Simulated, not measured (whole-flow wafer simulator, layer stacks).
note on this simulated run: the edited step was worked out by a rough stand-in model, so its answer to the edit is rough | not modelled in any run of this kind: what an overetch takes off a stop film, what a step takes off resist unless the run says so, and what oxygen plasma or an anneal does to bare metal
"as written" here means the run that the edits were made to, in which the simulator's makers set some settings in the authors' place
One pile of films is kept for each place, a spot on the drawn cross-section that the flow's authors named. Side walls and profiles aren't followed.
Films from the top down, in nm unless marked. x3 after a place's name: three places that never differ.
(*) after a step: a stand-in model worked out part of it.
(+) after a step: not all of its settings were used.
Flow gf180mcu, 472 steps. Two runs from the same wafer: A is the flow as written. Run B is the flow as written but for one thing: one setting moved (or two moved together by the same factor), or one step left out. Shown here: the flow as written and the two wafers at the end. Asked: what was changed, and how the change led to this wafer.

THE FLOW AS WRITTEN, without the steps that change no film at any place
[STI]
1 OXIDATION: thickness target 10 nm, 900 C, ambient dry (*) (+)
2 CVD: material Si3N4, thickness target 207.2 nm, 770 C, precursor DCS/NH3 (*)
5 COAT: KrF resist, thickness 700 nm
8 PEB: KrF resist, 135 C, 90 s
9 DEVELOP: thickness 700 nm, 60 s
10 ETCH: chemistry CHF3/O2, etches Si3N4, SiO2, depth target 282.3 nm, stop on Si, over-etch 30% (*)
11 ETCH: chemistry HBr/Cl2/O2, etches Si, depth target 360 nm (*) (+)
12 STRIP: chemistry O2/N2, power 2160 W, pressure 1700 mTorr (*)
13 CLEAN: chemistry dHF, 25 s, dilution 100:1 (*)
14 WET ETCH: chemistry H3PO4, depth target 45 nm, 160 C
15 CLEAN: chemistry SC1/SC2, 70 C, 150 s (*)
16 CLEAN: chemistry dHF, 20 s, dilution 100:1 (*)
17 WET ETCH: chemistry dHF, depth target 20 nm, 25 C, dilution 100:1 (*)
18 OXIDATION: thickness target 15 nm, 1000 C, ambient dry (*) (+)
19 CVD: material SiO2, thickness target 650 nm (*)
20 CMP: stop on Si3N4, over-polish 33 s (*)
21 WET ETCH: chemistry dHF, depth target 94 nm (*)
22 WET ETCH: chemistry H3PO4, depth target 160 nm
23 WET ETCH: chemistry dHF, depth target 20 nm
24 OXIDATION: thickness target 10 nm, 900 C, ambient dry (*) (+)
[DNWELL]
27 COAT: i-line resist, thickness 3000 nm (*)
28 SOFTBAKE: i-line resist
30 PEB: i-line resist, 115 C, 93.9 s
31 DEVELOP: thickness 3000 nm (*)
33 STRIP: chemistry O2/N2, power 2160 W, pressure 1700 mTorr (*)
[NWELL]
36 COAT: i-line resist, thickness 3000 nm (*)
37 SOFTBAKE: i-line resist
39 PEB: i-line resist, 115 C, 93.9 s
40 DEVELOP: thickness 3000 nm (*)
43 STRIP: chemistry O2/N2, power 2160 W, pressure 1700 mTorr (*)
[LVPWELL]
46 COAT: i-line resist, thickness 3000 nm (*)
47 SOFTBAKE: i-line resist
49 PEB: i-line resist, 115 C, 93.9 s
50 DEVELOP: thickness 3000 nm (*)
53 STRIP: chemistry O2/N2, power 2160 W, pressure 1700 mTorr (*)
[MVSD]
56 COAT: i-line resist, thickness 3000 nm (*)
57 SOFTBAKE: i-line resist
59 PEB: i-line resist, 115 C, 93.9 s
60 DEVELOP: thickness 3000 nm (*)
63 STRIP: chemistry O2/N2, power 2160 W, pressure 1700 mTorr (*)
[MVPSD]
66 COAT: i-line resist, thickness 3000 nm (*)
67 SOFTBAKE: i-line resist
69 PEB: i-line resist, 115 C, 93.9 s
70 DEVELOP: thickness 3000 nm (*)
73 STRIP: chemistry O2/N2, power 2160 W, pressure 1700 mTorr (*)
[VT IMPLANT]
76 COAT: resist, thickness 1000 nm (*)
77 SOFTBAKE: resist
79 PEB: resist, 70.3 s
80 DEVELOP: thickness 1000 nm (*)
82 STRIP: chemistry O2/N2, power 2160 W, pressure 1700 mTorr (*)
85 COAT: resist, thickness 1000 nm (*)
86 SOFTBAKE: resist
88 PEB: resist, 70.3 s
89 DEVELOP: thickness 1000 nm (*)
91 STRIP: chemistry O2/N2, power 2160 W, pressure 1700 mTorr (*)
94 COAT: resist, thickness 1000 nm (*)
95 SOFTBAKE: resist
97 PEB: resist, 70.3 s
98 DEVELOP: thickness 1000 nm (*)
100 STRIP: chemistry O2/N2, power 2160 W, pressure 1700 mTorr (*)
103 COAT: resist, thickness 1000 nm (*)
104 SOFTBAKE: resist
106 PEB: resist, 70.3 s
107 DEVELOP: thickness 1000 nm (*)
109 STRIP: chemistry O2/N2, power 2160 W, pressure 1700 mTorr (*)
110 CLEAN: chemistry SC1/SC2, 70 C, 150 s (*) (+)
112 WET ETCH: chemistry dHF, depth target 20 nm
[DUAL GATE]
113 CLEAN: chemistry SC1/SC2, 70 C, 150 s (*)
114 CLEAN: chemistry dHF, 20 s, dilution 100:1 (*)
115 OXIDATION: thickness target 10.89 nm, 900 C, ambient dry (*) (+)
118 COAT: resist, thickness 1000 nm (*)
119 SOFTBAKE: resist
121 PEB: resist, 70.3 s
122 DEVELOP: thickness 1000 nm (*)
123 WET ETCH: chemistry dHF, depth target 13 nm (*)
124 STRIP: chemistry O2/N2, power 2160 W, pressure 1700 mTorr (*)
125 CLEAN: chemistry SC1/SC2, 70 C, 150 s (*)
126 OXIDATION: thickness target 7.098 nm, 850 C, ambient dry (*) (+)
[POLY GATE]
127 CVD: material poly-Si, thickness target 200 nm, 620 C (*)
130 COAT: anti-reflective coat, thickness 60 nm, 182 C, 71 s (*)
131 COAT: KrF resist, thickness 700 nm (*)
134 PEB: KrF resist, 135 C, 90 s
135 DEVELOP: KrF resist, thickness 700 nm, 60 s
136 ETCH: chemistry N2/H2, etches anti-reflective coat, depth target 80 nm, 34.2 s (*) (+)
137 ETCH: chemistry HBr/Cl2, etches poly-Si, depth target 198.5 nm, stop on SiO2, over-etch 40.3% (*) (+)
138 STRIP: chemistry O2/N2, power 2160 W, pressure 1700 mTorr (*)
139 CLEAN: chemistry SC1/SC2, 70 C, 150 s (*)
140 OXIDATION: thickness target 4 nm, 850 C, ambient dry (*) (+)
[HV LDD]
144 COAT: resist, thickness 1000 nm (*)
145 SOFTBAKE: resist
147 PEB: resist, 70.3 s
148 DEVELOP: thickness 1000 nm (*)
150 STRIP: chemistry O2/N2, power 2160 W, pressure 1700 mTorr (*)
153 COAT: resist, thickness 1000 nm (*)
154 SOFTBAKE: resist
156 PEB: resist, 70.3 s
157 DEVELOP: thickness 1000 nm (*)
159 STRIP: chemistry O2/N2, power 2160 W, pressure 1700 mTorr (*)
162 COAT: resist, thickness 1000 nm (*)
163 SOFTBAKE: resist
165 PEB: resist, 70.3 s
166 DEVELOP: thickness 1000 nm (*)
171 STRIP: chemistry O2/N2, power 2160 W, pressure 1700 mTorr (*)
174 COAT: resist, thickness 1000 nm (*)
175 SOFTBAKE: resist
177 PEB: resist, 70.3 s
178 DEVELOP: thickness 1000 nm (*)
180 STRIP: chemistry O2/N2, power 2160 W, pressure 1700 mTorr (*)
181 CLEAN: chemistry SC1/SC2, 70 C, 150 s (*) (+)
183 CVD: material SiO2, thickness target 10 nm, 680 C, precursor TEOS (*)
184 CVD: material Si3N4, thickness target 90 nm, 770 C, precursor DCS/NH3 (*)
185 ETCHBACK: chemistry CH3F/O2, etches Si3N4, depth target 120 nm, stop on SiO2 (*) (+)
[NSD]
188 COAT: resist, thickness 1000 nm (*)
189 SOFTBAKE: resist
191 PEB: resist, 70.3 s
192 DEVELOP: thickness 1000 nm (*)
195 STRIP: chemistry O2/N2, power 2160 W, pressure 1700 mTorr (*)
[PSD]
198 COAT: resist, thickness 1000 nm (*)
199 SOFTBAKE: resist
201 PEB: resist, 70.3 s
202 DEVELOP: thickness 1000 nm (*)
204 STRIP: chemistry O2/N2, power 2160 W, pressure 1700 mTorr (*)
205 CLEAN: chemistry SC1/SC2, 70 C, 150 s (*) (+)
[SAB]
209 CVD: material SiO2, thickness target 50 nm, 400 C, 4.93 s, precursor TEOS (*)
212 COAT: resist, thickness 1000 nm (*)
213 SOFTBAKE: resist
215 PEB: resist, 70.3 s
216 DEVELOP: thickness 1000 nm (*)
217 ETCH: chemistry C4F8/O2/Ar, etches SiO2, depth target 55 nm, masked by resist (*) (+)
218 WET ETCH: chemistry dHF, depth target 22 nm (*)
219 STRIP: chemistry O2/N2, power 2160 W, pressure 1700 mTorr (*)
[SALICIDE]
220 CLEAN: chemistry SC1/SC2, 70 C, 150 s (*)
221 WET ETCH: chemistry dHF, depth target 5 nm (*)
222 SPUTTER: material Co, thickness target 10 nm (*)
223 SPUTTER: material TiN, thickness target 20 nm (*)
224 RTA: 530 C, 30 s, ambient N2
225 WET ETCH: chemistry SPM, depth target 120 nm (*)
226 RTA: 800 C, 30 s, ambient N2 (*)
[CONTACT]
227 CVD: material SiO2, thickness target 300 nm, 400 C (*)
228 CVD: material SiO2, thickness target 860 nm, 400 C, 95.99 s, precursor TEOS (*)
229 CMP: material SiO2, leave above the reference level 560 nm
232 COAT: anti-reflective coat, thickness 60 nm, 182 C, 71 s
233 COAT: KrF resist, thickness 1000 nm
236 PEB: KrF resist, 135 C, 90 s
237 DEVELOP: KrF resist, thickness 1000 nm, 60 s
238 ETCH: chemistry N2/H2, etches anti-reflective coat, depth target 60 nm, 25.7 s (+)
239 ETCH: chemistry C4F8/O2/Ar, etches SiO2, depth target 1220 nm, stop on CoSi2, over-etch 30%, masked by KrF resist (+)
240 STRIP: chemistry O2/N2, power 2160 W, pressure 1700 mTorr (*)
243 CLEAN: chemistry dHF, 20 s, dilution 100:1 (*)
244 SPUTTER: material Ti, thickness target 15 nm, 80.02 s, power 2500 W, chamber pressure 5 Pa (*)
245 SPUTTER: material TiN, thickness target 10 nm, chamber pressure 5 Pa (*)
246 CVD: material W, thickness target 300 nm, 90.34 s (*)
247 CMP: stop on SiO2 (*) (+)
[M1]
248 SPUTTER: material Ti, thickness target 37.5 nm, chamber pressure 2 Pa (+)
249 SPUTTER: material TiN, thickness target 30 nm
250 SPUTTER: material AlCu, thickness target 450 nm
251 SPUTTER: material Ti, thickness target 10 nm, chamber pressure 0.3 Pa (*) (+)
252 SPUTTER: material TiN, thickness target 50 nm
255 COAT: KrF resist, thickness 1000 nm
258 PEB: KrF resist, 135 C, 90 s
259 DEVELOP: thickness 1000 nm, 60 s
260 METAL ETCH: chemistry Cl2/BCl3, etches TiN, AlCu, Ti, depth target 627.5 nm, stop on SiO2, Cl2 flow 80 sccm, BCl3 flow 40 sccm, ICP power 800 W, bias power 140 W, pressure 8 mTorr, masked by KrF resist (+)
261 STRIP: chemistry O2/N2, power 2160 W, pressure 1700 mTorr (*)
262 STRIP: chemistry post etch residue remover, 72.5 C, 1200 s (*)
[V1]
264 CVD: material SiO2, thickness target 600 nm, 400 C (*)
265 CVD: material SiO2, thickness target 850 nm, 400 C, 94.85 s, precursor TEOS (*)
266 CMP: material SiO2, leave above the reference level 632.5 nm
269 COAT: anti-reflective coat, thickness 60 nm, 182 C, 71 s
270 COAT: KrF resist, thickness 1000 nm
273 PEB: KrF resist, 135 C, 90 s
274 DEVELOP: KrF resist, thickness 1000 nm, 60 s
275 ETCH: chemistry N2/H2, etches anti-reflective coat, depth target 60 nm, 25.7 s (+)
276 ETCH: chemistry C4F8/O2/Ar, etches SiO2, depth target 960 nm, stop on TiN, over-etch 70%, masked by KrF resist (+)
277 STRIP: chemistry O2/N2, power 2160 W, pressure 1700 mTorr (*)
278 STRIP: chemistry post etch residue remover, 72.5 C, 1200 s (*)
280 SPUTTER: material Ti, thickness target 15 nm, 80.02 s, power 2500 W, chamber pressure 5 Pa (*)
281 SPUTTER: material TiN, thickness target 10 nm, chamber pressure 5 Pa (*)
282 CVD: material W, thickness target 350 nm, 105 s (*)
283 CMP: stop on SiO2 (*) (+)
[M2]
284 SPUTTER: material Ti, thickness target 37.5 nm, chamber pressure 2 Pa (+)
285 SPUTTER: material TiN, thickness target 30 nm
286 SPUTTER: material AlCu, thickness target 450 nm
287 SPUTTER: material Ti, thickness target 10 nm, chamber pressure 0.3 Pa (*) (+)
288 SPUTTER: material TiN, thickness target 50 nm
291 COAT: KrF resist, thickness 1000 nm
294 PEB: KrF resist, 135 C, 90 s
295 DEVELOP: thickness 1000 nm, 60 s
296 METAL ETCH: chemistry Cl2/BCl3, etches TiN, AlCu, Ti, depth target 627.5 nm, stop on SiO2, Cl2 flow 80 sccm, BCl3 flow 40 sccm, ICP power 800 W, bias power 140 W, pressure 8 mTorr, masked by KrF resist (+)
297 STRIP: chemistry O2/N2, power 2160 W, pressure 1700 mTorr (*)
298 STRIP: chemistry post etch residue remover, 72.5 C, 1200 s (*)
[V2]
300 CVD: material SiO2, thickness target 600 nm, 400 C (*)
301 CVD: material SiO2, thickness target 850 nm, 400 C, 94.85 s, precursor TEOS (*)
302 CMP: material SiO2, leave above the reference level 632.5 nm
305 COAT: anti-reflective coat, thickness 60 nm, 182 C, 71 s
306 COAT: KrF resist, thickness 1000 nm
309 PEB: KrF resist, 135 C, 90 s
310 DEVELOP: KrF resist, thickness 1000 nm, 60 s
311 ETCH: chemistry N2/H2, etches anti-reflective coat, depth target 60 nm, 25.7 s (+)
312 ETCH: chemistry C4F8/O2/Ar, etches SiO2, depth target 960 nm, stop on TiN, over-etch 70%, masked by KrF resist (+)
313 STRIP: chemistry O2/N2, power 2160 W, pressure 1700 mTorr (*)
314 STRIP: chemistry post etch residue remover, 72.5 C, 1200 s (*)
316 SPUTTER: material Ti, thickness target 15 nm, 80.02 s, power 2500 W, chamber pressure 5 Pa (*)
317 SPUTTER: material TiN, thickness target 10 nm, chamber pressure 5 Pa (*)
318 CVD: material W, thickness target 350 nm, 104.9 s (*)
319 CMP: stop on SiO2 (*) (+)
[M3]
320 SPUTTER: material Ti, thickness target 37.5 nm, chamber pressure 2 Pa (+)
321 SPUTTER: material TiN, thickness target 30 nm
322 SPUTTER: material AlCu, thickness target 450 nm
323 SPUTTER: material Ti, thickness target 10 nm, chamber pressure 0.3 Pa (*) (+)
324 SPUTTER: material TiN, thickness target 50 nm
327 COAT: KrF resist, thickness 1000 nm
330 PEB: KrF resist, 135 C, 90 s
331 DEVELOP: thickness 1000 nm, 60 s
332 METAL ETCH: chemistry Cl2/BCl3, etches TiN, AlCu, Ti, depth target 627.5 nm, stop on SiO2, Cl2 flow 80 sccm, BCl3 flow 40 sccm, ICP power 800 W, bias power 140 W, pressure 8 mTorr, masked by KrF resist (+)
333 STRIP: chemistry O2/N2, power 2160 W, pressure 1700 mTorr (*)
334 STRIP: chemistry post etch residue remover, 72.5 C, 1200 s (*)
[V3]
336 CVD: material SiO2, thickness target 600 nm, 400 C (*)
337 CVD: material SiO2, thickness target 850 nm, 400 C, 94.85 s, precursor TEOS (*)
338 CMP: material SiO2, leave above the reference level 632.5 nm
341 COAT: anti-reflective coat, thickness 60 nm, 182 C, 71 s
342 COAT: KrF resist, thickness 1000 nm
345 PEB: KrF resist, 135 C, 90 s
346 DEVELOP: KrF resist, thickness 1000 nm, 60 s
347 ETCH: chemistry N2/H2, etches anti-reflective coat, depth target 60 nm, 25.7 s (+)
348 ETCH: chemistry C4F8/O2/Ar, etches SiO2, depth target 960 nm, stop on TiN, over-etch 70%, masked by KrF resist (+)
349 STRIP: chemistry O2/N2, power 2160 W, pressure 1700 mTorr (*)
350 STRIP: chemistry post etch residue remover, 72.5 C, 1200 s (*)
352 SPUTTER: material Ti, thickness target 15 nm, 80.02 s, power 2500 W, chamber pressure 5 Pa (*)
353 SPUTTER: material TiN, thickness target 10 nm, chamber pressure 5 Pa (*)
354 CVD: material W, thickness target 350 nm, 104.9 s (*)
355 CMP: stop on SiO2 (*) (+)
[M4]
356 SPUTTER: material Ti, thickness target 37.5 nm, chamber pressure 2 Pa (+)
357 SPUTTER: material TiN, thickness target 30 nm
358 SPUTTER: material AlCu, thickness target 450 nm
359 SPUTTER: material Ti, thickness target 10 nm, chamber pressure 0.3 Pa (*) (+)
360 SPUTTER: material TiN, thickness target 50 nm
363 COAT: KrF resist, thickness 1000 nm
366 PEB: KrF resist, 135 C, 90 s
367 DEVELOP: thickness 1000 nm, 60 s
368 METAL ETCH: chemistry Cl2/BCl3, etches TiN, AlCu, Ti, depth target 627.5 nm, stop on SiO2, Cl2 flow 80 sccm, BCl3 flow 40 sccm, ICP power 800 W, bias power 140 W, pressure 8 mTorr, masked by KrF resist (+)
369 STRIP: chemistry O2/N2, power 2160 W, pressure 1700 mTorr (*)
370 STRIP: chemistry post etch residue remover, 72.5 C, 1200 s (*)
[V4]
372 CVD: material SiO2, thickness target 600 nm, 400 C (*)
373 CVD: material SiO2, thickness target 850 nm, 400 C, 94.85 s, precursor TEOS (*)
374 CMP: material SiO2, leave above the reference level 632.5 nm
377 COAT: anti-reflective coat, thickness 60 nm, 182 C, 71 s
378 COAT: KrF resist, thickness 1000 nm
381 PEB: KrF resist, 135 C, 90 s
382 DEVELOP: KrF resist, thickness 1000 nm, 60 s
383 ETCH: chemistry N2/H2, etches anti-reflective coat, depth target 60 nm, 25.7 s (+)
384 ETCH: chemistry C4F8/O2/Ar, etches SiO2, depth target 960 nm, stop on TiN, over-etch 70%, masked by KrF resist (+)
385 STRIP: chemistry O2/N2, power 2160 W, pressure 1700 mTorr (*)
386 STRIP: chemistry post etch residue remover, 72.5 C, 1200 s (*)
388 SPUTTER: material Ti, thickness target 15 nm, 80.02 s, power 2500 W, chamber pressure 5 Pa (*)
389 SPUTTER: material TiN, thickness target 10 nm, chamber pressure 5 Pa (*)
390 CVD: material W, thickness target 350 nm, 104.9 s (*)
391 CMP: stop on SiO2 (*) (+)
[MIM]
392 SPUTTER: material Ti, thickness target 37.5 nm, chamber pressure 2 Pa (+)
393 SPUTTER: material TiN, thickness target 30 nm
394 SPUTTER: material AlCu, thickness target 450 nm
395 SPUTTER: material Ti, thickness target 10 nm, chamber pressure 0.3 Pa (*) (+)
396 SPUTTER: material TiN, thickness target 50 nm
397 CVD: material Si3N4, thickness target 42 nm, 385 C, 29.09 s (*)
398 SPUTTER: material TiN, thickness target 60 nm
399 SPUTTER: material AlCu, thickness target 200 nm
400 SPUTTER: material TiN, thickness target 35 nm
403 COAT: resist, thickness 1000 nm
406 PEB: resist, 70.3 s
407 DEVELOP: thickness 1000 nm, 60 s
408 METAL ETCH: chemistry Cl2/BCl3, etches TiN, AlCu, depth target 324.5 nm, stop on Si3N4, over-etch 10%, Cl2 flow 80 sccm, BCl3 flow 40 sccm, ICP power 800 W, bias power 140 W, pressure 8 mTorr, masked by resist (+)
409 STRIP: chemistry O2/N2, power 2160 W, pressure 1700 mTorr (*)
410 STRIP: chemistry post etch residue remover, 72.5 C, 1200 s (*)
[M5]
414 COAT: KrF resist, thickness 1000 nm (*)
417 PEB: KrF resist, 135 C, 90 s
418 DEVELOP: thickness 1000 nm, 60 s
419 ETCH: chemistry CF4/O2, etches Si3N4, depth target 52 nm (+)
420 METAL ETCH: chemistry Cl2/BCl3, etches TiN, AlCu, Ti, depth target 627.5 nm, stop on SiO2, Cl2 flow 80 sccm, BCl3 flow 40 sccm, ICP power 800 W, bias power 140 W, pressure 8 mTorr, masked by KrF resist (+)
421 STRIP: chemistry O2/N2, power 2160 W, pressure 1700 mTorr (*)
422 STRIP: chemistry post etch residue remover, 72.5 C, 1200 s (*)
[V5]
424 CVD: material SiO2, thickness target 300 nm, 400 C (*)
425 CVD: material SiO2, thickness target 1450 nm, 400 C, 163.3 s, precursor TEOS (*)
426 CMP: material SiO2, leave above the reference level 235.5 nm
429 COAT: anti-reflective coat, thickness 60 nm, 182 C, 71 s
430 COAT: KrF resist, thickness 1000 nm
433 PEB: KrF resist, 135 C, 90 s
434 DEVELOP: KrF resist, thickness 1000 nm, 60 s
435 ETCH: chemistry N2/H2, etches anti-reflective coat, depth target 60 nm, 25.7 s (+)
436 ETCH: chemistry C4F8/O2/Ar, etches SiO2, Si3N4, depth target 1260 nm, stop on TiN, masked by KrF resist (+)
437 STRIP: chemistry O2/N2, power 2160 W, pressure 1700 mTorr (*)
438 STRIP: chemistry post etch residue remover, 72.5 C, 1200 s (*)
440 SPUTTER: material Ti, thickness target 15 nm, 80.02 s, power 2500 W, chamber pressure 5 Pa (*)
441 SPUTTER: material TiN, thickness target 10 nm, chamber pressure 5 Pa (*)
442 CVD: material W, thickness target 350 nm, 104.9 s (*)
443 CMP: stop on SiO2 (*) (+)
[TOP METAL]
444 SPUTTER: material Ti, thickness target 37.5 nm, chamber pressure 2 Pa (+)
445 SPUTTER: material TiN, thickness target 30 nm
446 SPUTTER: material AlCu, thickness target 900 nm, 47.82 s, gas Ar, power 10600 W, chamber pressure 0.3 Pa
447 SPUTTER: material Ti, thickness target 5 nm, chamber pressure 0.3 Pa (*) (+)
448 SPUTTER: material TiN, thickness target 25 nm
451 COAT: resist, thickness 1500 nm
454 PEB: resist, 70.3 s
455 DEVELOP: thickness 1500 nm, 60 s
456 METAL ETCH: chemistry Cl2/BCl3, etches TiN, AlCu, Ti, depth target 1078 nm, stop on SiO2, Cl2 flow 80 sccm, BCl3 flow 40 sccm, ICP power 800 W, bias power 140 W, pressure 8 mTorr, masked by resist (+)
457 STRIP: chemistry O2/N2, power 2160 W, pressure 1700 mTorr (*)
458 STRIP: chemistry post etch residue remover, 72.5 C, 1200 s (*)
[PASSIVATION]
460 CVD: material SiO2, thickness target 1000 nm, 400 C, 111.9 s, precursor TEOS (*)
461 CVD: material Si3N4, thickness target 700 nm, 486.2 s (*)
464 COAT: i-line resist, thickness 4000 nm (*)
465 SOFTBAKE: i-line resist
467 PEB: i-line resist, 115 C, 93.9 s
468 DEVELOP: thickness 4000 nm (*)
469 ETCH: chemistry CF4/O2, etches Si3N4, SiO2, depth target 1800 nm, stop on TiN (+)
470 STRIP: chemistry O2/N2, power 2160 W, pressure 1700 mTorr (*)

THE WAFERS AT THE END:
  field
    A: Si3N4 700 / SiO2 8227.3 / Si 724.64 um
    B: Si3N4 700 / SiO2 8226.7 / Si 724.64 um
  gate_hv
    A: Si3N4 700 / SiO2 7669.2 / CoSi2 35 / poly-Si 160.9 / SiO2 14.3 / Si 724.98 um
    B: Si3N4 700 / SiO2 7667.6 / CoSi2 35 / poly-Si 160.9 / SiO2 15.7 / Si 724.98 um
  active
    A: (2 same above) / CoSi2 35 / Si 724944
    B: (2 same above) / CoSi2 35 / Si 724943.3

The cause: step 115, OXIDATION: thickness target 12.52 nm was run, where the flow has thickness target 10.89 nm.

How the change led to this, step by step:
  115 OXIDATION: thickness target 10.89 nm, 900 C, ambient dry (*) (+)
      active, n_well, p_well and 40 more: A SiO2 +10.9 (new film), Si -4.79 | B SiO2 +12.5 (new film), Si -5.51
  123 WET ETCH: chemistry dHF, depth target 13 nm (*)
      active, n_well, p_well and 12 more: A SiO2 -10.9 (all of it) | B SiO2 -12.5 (all of it)
  189 SOFTBAKE: resist
      field__w9: A resist +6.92 | B resist -3.07
  199 SOFTBAKE: resist
      field__w9: A resist +6.92 | B resist -3.07
  218 WET ETCH: chemistry dHF, depth target 22 nm (*)
      ldn_tap, ldn_src, ldn_drn, ldp_tap, ldp_src, ldp_drn, ldp_gr: A SiO2 -16 (all of it) | B SiO2 -17.4 (all of it)
      ld_drn_n, ld_sd_p: A SiO2 -14.8 (all of it) | B SiO2 -16.2 (all of it)
      (and at 5 more places)
